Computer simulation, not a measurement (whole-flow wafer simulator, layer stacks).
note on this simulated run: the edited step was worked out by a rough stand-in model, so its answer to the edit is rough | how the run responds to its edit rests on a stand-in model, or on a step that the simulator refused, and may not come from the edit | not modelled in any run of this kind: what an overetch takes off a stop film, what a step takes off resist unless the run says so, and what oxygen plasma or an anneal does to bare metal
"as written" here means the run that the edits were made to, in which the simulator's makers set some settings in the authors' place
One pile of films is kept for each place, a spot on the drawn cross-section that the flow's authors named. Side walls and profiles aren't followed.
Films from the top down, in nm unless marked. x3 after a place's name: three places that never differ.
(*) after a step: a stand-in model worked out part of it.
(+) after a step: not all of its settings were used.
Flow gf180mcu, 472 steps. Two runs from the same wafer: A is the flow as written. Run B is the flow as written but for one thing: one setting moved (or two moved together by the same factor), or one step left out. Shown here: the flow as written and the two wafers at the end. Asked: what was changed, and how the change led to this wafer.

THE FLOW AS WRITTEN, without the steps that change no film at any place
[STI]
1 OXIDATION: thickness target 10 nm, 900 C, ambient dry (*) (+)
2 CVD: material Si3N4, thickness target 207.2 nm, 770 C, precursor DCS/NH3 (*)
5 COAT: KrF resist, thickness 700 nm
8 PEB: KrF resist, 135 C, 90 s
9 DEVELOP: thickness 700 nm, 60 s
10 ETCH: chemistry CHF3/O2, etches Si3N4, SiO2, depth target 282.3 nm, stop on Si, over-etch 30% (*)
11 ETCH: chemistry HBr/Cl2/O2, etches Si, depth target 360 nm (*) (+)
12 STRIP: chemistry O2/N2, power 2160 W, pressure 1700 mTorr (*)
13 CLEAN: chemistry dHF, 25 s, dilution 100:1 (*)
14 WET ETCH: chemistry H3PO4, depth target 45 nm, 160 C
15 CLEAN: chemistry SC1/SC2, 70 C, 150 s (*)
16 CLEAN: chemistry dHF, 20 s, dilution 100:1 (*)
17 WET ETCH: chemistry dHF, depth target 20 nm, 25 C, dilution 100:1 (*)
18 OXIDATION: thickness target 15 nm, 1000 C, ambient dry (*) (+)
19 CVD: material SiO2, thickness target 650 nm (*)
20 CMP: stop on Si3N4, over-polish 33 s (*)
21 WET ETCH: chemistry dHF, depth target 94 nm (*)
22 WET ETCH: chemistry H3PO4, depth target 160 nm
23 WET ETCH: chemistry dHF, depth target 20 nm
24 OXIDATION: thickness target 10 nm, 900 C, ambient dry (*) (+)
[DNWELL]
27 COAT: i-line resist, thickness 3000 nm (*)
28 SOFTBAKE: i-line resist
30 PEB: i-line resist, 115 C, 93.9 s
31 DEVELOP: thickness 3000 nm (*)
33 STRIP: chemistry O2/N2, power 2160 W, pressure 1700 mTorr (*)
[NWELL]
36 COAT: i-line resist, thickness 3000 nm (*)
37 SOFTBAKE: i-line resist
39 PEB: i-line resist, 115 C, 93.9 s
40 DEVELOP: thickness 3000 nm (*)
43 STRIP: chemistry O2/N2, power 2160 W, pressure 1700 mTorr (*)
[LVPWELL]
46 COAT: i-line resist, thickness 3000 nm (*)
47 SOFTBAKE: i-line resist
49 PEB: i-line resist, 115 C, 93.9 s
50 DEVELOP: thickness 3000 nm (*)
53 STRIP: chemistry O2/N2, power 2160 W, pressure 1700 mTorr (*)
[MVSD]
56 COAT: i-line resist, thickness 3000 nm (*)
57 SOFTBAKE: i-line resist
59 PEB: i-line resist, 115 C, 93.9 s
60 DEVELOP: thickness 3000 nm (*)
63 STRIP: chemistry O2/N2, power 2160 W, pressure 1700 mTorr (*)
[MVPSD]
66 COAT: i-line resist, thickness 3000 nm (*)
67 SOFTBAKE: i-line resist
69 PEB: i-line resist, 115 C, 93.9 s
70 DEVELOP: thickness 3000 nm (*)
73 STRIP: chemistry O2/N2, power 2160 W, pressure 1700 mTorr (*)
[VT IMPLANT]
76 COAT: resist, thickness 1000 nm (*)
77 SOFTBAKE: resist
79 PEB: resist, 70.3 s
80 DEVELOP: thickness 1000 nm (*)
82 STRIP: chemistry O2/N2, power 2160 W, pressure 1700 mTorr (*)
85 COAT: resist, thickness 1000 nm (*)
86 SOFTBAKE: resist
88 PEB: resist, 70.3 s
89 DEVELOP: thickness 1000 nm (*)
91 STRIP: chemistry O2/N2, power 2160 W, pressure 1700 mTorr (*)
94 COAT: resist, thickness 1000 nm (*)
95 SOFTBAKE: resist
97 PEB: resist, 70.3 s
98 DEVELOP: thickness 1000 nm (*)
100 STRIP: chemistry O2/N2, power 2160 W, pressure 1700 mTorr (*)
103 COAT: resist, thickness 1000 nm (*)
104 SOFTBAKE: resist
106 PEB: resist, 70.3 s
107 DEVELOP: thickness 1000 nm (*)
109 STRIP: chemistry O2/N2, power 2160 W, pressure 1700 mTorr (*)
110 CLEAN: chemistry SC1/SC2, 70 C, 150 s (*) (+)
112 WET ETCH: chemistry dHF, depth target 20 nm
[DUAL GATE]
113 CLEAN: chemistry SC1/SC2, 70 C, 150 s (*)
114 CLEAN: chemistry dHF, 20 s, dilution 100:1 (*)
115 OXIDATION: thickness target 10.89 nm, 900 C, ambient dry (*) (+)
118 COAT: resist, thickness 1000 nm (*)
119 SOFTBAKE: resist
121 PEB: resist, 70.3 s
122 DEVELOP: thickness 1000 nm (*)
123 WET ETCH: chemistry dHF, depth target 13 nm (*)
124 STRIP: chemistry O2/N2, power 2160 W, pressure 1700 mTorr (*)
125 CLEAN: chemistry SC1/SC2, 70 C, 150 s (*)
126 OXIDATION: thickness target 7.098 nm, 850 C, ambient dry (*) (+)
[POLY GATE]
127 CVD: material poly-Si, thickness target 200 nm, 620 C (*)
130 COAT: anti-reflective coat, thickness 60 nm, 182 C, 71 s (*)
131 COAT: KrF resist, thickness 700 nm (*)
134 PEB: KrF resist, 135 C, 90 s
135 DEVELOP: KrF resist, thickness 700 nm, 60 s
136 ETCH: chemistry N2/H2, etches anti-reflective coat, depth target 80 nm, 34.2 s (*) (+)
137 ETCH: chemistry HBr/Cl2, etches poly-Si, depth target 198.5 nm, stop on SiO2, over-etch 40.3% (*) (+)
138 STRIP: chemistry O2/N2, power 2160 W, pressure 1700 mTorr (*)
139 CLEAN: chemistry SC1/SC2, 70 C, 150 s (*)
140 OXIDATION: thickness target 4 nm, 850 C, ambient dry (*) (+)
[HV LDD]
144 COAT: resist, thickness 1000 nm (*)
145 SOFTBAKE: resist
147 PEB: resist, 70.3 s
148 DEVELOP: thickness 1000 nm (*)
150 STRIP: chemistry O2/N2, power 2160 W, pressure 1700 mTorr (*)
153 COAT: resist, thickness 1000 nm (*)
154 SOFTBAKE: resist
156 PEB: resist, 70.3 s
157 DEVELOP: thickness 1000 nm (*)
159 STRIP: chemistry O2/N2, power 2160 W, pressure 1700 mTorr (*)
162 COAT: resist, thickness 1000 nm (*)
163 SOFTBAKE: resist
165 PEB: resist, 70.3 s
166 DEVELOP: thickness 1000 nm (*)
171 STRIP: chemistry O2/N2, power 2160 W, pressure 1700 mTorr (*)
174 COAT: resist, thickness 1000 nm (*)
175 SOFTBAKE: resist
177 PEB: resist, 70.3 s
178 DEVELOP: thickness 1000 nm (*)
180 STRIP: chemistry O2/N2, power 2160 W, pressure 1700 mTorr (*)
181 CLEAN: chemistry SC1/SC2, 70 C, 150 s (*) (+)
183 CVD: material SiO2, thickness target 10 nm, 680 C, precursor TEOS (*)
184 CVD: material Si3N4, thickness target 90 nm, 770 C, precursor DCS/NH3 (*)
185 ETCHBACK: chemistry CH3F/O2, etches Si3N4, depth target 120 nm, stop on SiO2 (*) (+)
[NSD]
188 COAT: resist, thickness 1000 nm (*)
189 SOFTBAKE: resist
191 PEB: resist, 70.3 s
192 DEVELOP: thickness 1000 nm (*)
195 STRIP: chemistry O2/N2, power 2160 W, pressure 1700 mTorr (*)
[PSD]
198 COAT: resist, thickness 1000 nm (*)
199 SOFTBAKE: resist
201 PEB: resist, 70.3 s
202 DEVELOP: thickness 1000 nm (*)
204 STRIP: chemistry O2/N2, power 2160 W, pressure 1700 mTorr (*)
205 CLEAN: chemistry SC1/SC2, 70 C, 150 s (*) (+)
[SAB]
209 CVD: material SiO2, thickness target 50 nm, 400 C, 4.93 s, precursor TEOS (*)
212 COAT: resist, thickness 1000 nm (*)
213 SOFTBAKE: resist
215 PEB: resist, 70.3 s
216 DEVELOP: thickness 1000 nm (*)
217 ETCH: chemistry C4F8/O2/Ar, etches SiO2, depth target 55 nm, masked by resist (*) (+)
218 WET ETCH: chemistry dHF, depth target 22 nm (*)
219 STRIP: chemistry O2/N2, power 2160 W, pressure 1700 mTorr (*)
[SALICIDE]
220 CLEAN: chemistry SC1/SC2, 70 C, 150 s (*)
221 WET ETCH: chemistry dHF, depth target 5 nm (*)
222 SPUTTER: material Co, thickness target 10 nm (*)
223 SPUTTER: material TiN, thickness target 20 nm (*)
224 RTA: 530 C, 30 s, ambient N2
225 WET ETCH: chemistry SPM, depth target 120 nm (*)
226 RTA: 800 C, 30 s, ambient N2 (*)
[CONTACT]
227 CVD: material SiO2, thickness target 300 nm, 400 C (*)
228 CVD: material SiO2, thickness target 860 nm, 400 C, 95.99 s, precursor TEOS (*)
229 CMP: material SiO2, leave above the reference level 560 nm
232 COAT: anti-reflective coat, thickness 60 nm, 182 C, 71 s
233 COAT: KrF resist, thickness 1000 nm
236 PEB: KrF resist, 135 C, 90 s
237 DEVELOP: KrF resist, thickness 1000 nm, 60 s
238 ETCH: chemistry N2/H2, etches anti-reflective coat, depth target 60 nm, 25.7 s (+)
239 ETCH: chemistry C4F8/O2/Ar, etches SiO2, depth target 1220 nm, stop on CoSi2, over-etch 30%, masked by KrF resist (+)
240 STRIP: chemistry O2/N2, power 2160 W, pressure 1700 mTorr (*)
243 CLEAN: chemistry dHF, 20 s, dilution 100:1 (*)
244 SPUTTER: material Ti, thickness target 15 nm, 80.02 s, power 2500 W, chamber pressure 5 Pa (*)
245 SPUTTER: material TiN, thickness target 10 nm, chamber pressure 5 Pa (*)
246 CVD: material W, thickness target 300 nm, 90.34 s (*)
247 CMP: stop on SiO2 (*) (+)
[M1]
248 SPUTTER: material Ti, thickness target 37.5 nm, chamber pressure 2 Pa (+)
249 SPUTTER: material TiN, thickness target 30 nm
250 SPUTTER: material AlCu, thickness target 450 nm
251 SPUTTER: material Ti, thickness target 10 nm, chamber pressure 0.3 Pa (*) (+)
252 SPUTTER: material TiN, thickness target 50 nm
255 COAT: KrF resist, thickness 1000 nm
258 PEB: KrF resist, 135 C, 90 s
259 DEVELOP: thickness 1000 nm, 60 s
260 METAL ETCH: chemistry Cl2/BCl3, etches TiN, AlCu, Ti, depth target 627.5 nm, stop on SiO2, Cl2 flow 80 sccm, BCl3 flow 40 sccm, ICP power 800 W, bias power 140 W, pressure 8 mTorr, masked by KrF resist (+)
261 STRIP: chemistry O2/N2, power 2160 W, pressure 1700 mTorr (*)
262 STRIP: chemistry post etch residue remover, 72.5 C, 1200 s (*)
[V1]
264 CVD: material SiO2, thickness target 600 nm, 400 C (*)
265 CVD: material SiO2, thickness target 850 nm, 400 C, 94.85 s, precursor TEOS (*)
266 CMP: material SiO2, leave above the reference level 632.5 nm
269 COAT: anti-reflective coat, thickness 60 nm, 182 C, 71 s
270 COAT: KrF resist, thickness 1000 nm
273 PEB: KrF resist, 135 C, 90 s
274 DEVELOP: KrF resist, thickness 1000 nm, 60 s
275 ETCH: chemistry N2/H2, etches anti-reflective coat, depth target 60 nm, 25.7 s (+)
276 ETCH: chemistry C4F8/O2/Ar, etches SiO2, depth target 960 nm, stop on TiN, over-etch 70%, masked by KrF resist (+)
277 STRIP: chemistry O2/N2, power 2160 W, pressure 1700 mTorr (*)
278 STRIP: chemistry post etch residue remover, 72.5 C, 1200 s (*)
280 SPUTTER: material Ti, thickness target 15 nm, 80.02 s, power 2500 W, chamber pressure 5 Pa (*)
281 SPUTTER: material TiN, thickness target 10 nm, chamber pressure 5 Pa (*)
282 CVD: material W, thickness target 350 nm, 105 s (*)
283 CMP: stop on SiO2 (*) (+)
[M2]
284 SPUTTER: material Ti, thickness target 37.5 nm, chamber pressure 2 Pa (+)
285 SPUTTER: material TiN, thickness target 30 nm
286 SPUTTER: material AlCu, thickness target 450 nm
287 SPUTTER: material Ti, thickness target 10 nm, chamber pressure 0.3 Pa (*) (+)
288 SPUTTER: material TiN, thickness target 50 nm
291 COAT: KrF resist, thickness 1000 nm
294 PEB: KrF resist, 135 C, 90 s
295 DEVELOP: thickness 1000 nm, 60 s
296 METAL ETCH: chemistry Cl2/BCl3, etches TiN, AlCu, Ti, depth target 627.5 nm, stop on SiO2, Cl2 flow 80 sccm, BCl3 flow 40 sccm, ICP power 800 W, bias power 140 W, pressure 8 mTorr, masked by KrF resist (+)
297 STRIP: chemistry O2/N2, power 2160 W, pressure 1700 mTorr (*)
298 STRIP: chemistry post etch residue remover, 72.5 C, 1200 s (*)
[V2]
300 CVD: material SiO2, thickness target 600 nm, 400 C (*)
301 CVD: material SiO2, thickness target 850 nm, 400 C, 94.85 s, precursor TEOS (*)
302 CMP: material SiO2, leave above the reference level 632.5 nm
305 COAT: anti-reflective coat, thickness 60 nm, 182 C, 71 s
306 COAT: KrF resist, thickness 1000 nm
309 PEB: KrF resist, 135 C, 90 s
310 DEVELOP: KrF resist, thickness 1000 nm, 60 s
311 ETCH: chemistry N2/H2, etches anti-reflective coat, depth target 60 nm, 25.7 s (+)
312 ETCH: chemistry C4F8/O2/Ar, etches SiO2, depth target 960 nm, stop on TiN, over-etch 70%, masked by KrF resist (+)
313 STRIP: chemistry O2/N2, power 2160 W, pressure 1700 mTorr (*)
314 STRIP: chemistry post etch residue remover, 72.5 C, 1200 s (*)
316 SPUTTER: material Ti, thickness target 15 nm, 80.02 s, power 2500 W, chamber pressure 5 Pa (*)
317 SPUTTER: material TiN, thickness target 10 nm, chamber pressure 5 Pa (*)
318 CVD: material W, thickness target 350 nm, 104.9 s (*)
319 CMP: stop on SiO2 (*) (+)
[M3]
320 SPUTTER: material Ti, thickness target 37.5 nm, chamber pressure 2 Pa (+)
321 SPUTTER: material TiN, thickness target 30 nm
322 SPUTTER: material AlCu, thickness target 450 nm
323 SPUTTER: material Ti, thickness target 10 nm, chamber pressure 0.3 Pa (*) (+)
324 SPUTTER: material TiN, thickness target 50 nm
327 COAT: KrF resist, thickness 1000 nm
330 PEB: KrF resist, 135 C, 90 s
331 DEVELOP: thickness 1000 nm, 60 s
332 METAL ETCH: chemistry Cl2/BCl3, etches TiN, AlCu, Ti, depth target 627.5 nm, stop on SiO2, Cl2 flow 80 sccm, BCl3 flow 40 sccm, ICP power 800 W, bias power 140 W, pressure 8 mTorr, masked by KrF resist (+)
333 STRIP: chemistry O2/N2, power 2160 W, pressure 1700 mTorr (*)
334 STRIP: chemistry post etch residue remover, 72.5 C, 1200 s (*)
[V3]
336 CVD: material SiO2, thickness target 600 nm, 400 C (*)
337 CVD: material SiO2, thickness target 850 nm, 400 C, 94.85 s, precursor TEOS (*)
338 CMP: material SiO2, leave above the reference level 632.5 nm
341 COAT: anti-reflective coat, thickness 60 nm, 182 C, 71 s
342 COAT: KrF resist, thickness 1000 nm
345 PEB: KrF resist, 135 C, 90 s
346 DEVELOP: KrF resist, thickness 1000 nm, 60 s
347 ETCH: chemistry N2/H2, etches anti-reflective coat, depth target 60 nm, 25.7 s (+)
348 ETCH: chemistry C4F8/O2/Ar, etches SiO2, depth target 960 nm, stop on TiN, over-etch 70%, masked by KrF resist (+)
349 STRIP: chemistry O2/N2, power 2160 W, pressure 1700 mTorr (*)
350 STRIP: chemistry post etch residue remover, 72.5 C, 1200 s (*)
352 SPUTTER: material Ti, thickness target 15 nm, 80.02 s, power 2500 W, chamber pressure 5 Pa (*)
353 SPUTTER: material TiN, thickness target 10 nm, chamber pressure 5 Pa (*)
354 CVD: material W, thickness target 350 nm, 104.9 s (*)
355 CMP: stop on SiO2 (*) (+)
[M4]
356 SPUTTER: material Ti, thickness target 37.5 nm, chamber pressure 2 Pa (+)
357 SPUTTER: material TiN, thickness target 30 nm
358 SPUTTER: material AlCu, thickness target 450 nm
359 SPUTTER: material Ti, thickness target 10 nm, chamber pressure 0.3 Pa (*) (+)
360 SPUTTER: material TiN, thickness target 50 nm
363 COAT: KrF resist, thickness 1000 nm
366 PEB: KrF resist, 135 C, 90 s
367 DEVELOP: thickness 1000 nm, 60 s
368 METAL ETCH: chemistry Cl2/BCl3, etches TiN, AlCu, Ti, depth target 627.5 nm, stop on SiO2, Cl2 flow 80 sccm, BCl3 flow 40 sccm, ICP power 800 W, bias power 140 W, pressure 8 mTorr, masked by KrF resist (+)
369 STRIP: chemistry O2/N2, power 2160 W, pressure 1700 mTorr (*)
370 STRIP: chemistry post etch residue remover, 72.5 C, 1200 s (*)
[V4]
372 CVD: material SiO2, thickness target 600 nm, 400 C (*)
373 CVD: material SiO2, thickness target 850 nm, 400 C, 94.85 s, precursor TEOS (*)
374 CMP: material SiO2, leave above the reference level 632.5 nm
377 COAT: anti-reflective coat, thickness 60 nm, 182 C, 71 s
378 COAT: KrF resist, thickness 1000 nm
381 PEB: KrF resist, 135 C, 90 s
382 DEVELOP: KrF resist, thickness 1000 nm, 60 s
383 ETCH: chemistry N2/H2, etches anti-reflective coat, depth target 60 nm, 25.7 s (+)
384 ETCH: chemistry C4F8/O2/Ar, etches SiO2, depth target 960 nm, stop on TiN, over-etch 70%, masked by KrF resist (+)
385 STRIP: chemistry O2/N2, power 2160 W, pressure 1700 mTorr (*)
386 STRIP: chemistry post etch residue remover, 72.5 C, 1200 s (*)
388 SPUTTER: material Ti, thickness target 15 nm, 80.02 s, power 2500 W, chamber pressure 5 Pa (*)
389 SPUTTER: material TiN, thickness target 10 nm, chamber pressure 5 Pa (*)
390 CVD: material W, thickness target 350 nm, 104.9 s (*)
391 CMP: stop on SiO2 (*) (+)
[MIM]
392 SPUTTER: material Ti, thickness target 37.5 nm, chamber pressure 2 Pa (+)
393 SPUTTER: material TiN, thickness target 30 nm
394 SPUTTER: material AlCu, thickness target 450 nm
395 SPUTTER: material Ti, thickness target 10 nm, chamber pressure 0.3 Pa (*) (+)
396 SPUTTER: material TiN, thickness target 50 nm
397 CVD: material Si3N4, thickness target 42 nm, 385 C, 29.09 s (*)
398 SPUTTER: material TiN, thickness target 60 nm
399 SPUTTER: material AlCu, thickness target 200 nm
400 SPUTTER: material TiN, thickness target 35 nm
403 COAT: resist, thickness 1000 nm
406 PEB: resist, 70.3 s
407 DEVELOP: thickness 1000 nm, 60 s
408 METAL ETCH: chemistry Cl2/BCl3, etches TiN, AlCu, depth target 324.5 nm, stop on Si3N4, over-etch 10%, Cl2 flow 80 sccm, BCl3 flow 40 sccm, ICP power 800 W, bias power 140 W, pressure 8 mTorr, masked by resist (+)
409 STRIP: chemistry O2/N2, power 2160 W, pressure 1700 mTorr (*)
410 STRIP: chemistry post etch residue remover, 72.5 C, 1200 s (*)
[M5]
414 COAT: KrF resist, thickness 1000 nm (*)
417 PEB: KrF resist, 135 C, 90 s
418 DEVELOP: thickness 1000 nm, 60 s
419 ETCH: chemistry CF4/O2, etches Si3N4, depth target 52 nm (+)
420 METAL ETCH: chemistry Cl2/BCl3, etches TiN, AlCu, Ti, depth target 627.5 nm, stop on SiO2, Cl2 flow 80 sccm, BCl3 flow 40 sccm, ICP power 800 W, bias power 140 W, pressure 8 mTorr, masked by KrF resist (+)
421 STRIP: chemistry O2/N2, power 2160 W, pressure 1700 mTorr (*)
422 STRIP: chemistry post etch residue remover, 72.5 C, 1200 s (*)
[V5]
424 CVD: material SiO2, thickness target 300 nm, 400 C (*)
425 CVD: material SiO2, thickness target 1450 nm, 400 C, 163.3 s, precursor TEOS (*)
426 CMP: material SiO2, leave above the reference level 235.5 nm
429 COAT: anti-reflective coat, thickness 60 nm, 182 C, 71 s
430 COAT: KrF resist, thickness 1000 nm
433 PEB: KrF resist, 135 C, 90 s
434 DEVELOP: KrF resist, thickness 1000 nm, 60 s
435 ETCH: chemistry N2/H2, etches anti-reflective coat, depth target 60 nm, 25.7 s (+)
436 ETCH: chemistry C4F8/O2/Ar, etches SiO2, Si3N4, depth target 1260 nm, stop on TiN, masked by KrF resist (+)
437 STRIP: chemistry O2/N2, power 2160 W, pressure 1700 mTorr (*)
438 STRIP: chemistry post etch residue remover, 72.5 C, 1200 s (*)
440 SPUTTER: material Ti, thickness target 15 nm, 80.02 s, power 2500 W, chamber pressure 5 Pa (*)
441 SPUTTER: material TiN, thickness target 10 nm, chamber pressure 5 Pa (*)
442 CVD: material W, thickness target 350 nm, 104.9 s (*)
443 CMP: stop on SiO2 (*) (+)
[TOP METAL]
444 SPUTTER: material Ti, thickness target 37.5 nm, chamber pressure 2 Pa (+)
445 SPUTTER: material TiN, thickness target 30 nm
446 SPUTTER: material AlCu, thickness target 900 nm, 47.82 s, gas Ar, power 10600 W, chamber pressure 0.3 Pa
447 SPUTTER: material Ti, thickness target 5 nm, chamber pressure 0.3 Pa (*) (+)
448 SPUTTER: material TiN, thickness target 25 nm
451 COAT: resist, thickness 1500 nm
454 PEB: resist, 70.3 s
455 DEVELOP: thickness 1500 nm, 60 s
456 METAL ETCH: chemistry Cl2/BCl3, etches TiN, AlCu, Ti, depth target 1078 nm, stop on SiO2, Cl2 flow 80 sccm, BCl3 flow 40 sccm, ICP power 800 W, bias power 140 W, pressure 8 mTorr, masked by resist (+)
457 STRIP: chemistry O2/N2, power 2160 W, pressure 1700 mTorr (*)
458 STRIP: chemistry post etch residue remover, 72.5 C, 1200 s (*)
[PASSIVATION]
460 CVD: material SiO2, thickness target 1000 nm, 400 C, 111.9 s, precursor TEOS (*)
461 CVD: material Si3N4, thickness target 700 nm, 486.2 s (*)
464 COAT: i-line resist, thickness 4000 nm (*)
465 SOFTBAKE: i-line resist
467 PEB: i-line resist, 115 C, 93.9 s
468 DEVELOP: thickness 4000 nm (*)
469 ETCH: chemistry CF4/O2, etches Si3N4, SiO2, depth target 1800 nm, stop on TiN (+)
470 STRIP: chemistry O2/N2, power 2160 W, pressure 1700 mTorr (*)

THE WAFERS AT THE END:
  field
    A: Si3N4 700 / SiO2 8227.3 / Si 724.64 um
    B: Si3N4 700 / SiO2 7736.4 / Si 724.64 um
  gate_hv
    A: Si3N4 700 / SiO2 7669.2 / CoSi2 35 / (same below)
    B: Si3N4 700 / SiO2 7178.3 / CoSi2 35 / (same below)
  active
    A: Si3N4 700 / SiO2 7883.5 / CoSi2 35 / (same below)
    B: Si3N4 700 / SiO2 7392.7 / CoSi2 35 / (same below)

The cause: step 460, CVD: thickness target 500 nm was run, where the flow has thickness target 1000 nm; step 460, CVD: 55.97 s was run, where the flow has 111.9 s.

How the change led to this, step by step:
  460 CVD: material SiO2, thickness target 1000 nm, 400 C, 111.9 s, precursor TEOS (*)
      field, field__w1, field__w2 and 103 more: A SiO2 +1000 | B SiO2 +509.2
      field__w8, contact, m1, m1__w1, pad, m1_nw: A SiO2 +1000 (new film) | B SiO2 +509.2 (new film)
  465 SOFTBAKE: i-line resist
      gate: A i-line resist +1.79 | B i-line resist -0.41
      ld_acc_p, ld_fp_p, ld_drift_p: A i-line resist +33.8 | B i-line resist +26.7
      (and at 57 more places)
  469 ETCH: chemistry CF4/O2, etches Si3N4, SiO2, depth target 1800 nm, stop on TiN (+)
      pad: A Si3N4 -700 (all of it), SiO2 -1000 (all of it) | B Si3N4 -700 (all of it), SiO2 -509.2 (all of it)
